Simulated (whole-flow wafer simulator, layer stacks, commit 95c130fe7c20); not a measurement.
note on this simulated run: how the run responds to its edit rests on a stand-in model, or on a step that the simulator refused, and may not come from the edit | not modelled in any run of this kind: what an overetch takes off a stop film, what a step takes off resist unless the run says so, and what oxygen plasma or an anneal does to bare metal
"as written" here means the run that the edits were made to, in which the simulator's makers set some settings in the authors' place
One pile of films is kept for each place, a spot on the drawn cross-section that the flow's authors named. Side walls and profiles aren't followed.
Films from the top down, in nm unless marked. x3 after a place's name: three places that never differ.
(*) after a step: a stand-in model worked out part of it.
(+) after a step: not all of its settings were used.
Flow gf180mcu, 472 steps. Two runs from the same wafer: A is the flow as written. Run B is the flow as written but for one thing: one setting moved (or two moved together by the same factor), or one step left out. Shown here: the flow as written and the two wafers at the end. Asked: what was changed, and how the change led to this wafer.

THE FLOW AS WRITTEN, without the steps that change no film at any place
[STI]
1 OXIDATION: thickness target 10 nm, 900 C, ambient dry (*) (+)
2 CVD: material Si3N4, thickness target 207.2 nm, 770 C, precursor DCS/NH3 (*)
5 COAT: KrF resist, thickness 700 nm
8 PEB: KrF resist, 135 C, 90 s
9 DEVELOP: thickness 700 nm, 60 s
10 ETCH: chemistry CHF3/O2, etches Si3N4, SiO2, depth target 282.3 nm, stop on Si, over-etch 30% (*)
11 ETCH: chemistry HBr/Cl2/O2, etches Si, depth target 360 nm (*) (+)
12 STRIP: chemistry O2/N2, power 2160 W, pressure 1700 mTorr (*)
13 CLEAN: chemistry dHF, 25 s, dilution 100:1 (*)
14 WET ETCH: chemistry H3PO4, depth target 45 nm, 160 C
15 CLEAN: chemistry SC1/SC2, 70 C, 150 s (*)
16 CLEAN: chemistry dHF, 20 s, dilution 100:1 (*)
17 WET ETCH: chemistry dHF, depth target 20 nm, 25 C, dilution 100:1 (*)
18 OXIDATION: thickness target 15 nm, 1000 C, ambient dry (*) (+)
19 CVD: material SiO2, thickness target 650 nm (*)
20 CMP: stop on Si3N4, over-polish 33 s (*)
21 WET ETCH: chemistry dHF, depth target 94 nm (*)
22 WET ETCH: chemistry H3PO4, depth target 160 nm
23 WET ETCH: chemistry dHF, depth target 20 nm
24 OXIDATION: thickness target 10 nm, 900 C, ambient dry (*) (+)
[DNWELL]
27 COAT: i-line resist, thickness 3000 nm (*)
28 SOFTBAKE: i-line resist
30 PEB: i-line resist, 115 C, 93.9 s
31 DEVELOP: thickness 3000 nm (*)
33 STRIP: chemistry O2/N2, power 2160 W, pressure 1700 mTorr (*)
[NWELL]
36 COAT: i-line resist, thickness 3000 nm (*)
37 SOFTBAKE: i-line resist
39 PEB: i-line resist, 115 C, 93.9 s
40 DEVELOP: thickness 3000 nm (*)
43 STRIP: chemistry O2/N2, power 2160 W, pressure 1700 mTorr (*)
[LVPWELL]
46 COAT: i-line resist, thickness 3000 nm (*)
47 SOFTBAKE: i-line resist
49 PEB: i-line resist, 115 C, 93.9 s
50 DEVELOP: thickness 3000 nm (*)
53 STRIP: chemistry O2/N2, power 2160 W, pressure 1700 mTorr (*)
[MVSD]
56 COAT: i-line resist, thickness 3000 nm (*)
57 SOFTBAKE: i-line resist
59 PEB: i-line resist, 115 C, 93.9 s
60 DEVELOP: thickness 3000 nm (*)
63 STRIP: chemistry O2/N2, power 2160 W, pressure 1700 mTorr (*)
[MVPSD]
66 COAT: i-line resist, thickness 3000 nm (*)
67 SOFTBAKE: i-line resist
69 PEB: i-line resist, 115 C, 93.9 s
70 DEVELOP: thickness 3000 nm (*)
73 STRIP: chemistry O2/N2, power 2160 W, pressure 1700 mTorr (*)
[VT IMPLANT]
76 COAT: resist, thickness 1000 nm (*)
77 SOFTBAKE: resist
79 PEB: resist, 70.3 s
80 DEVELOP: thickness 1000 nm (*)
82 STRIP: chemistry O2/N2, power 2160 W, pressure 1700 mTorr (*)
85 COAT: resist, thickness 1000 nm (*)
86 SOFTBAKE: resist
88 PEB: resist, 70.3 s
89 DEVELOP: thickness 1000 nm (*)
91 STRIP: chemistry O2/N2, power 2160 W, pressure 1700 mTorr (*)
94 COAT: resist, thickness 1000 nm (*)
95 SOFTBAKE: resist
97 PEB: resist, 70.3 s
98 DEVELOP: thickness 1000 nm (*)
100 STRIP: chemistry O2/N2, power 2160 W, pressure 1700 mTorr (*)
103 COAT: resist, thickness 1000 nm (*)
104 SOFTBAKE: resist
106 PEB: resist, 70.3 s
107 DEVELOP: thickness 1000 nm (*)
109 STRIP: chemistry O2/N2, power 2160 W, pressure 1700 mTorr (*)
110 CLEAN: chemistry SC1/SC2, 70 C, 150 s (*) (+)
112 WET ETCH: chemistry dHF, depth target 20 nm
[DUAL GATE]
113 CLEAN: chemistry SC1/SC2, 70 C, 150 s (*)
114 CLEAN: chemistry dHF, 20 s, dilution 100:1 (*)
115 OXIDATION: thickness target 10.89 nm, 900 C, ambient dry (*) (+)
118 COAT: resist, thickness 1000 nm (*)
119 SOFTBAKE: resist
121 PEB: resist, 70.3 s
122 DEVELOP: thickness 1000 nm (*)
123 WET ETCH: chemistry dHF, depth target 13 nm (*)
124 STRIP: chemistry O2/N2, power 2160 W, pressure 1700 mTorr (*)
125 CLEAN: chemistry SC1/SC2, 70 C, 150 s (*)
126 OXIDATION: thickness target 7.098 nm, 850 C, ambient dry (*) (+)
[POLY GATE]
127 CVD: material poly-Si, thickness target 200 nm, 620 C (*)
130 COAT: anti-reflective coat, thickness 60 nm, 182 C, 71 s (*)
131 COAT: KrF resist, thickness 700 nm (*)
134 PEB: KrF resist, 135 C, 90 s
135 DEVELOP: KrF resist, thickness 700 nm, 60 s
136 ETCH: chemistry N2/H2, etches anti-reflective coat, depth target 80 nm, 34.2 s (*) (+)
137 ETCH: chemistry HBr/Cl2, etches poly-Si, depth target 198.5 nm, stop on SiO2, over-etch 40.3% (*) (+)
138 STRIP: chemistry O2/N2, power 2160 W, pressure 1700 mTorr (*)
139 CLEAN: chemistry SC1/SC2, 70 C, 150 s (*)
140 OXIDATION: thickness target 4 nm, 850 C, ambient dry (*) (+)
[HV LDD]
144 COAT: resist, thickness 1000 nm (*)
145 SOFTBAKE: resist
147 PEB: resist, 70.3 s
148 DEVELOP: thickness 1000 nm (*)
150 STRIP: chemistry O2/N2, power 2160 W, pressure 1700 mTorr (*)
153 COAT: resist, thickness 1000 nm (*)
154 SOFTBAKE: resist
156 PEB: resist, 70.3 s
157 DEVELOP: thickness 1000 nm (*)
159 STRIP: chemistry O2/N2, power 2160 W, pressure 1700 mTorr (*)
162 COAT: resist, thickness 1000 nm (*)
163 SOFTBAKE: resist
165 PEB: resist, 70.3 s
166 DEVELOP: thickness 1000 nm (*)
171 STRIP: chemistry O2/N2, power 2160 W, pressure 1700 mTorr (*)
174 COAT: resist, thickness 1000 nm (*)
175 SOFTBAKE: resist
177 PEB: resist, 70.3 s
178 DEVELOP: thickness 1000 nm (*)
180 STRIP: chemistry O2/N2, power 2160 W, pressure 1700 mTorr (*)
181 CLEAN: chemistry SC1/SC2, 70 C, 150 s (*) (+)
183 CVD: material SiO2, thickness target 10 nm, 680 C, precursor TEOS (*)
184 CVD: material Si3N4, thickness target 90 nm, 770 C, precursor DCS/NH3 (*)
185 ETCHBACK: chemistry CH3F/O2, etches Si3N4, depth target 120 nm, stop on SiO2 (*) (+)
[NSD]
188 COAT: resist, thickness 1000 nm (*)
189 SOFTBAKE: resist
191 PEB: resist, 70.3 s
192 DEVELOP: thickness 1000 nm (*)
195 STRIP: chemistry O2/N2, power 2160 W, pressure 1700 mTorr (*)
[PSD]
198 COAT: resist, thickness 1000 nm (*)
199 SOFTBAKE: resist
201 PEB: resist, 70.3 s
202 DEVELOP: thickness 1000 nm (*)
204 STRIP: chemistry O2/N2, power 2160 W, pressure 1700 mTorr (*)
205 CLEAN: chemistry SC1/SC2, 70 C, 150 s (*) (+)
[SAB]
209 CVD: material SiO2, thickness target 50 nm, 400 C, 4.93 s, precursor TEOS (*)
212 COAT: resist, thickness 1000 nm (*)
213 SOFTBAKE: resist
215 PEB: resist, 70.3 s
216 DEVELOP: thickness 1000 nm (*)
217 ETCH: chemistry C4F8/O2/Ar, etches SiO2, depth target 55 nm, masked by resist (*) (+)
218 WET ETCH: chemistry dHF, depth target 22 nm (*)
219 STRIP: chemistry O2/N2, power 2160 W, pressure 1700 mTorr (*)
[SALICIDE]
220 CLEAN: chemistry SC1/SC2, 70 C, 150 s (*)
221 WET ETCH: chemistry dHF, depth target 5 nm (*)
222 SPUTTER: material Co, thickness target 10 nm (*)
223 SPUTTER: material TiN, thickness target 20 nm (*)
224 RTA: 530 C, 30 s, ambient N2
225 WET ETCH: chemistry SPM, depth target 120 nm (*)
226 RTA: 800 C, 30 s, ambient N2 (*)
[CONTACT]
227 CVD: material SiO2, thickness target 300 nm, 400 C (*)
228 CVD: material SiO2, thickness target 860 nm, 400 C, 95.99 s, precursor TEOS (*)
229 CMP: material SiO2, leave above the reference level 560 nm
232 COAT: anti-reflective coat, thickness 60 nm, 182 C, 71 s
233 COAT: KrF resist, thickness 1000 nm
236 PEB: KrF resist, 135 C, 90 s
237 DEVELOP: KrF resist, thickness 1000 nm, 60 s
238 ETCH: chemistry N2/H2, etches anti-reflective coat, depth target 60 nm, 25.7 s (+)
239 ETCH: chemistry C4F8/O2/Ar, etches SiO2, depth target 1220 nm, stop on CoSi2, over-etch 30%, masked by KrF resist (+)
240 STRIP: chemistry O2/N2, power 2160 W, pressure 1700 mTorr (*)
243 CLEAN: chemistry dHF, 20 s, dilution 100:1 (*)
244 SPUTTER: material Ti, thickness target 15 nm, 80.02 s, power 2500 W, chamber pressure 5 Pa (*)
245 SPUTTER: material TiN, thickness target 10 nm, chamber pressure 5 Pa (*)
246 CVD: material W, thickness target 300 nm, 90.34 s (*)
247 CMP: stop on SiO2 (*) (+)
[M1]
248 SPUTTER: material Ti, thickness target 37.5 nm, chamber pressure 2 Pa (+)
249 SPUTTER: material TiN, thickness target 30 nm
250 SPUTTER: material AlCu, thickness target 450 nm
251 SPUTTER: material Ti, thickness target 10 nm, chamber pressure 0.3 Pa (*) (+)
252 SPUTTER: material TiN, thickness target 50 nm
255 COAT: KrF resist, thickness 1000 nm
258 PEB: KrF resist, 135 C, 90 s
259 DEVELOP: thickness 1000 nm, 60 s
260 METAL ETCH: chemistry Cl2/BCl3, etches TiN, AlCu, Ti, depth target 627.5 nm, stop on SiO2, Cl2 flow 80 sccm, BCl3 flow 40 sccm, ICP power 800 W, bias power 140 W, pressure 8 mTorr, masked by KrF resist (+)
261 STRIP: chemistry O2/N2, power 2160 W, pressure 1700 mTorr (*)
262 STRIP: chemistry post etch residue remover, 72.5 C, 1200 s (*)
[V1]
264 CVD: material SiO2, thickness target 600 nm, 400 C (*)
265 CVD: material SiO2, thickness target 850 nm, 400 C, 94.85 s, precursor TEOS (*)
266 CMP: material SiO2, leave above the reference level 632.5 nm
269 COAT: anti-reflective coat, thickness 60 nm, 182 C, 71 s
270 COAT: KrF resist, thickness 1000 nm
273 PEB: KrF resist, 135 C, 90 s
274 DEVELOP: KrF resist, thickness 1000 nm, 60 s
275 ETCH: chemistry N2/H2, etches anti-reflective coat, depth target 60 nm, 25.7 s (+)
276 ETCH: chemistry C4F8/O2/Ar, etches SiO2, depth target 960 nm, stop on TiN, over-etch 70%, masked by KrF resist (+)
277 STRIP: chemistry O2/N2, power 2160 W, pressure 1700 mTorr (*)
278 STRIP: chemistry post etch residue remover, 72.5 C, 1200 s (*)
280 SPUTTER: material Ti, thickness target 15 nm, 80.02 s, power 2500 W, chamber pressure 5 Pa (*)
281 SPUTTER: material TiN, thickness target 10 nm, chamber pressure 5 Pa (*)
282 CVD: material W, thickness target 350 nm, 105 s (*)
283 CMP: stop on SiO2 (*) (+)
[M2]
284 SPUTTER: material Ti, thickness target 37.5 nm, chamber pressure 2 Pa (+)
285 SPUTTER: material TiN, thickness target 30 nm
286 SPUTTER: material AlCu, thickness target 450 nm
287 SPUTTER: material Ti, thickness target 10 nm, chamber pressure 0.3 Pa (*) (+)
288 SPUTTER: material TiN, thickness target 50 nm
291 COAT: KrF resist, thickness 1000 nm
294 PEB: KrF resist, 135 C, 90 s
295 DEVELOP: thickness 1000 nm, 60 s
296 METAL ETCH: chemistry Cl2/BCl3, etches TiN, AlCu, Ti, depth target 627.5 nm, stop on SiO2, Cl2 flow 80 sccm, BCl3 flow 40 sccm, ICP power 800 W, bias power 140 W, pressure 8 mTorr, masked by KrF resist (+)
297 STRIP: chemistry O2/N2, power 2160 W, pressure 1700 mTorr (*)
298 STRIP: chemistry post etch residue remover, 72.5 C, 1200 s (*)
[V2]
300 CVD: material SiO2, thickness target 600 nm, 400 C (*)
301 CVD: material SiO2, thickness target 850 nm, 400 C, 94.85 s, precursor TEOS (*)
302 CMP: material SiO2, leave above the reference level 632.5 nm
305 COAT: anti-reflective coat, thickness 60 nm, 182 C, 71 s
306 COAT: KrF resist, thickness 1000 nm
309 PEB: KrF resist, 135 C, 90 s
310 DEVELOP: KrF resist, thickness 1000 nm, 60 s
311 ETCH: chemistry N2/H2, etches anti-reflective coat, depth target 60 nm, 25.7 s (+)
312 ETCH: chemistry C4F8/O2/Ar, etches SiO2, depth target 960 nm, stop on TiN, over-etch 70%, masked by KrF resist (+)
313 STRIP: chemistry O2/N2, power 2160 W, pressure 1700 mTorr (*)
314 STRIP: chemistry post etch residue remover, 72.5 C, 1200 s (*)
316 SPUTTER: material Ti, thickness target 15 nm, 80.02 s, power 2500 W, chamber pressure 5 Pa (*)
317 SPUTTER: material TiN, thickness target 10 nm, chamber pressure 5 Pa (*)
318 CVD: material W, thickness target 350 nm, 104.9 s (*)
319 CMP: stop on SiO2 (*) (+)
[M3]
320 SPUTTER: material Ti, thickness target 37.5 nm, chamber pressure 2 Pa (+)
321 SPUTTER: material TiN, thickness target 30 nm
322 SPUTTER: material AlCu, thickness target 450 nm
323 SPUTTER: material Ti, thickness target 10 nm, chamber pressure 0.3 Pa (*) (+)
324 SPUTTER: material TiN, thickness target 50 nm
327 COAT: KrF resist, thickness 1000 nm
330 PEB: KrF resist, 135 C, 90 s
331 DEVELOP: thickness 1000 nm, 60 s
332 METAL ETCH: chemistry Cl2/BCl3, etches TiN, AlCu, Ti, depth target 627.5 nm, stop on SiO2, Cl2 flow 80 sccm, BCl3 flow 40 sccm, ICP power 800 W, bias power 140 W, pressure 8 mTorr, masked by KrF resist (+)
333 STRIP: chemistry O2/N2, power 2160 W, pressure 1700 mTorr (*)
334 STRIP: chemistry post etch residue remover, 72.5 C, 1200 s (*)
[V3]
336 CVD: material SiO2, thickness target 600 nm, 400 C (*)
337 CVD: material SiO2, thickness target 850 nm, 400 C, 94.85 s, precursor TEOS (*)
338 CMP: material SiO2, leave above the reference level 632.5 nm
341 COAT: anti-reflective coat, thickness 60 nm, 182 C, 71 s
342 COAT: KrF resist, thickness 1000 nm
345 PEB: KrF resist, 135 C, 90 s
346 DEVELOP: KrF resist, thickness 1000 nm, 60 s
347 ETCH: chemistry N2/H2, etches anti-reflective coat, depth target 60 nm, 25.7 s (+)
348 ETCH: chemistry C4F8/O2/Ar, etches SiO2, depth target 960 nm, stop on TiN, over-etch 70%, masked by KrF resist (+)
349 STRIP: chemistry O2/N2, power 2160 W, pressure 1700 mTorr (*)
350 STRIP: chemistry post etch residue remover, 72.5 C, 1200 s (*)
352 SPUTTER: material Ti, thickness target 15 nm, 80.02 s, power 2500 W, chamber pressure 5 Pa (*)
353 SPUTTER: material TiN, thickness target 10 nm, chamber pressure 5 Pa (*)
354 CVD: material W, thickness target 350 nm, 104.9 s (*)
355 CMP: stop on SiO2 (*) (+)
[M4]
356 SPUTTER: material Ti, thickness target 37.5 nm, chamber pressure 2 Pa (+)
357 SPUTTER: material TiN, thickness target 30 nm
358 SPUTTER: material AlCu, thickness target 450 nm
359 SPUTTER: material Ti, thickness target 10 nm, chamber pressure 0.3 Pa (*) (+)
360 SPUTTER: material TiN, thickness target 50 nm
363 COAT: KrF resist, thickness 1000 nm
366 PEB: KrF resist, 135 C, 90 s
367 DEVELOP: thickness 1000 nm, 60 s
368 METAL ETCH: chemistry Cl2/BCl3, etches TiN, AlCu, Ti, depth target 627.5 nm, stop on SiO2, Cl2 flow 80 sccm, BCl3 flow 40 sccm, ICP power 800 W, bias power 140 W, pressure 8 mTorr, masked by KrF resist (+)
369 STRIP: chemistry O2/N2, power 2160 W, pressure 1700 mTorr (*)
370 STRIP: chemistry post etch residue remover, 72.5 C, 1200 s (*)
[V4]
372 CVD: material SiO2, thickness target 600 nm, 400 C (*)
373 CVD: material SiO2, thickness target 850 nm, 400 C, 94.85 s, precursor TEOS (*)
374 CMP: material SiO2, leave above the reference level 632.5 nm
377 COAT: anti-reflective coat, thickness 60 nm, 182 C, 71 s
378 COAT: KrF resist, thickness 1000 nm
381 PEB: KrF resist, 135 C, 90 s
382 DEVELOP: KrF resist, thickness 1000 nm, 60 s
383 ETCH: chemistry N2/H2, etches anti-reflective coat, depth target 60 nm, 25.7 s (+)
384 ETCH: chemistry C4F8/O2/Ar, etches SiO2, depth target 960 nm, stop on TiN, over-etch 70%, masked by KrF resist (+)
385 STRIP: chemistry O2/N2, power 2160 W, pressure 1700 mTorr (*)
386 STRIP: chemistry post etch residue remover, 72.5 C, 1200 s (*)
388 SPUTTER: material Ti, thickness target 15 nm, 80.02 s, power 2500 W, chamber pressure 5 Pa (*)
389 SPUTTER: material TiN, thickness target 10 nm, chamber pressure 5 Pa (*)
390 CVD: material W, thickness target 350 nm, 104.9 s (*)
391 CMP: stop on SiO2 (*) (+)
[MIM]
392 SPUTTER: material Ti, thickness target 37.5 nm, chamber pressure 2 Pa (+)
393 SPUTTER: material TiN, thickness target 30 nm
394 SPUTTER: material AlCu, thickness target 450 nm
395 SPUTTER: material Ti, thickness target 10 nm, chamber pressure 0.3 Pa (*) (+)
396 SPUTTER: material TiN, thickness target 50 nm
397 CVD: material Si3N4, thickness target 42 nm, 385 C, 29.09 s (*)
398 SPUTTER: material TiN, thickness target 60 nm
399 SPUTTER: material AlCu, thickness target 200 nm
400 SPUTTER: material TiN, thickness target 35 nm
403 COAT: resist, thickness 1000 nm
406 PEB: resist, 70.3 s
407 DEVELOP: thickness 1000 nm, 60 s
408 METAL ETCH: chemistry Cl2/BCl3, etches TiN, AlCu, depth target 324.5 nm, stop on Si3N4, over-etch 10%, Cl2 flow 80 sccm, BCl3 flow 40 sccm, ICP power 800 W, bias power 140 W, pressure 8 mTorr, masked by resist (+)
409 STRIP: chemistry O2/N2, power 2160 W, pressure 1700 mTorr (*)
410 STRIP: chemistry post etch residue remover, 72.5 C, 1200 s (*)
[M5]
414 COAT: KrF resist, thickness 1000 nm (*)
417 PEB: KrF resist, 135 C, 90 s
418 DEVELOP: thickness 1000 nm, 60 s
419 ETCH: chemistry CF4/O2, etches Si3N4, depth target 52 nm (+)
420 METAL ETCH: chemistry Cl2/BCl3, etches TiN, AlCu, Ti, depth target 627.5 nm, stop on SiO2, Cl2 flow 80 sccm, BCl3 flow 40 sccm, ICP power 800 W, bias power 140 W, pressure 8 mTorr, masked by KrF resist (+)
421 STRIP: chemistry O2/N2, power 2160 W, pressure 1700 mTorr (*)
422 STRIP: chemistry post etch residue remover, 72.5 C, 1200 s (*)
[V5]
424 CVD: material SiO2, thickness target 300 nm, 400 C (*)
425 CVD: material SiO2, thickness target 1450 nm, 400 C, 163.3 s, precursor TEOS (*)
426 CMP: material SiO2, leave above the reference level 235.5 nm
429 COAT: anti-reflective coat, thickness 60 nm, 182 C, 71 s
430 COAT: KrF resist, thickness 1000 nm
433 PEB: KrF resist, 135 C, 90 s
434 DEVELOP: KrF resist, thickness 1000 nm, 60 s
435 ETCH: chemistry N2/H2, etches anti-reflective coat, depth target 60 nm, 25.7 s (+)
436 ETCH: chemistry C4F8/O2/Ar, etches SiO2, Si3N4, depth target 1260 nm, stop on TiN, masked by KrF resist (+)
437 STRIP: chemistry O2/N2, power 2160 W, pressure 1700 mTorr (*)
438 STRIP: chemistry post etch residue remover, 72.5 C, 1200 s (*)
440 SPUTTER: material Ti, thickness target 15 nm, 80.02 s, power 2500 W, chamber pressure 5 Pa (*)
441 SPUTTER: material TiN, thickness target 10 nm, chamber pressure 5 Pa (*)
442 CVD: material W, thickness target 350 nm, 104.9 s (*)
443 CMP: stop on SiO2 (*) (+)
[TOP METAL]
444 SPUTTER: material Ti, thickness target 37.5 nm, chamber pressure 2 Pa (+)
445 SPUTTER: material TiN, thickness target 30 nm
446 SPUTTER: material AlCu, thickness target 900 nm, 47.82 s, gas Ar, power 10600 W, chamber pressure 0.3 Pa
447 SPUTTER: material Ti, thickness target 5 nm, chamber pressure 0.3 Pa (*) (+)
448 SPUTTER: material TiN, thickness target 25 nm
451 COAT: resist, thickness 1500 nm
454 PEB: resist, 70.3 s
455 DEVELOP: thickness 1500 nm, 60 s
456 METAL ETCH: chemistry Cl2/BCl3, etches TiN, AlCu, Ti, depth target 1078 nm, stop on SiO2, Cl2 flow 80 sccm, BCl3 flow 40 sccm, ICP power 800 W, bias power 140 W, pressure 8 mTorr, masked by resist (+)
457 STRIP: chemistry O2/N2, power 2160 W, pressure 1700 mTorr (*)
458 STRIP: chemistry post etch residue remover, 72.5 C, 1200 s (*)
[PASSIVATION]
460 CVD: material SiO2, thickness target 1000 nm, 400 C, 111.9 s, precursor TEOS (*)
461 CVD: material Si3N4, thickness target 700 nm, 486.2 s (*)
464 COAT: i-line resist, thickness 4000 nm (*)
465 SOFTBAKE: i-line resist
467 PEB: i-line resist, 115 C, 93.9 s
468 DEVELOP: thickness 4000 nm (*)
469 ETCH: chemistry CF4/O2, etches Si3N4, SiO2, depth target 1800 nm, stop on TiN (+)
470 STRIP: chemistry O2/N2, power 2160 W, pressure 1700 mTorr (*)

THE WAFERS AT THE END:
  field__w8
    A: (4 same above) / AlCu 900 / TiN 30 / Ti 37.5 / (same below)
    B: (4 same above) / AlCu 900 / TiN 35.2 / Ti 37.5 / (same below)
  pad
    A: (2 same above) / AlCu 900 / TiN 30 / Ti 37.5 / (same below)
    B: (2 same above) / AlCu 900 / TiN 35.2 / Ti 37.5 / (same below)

The cause: step 445, SPUTTER: thickness target 35.2 nm was run, where the flow has thickness target 30 nm.
It can be read off the wafer: field__w8 has TiN 35.2, and step 445 as written asks for 30 nm.

How the change led to this, step by step:
  445 SPUTTER: material TiN, thickness target 30 nm
      field, field__w1, field__w2 and 109 more: A TiN +30 (new film) | B TiN +35.2 (new film)
  456 METAL ETCH: chemistry Cl2/BCl3, etches TiN, AlCu, Ti, depth target 1078 nm, stop on SiO2, Cl2 flow 80 sccm, BCl3 flow 40 sccm, ICP power 800 W, bias power 140 W, pressure 8 mTorr, masked by resist (+)
      field, field__w1, field__w2 and 103 more: A TiN -25 (all of it), Ti -5 (all of it), AlCu -900 (all of it), TiN -30 (all of it), Ti -37.5 (all of it) | B TiN -25 (all of it), Ti -5 (all of it), AlCu -900 (all of it), TiN -35.2 (all of it), Ti -37.5 (all of it)
  465 SOFTBAKE: i-line resist
      gate: A i-line resist +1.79 | B i-line resist -0.3
      field__w11, field__w13: A i-line resist +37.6 | B i-line resist +31.2
      (and at 57 more places)
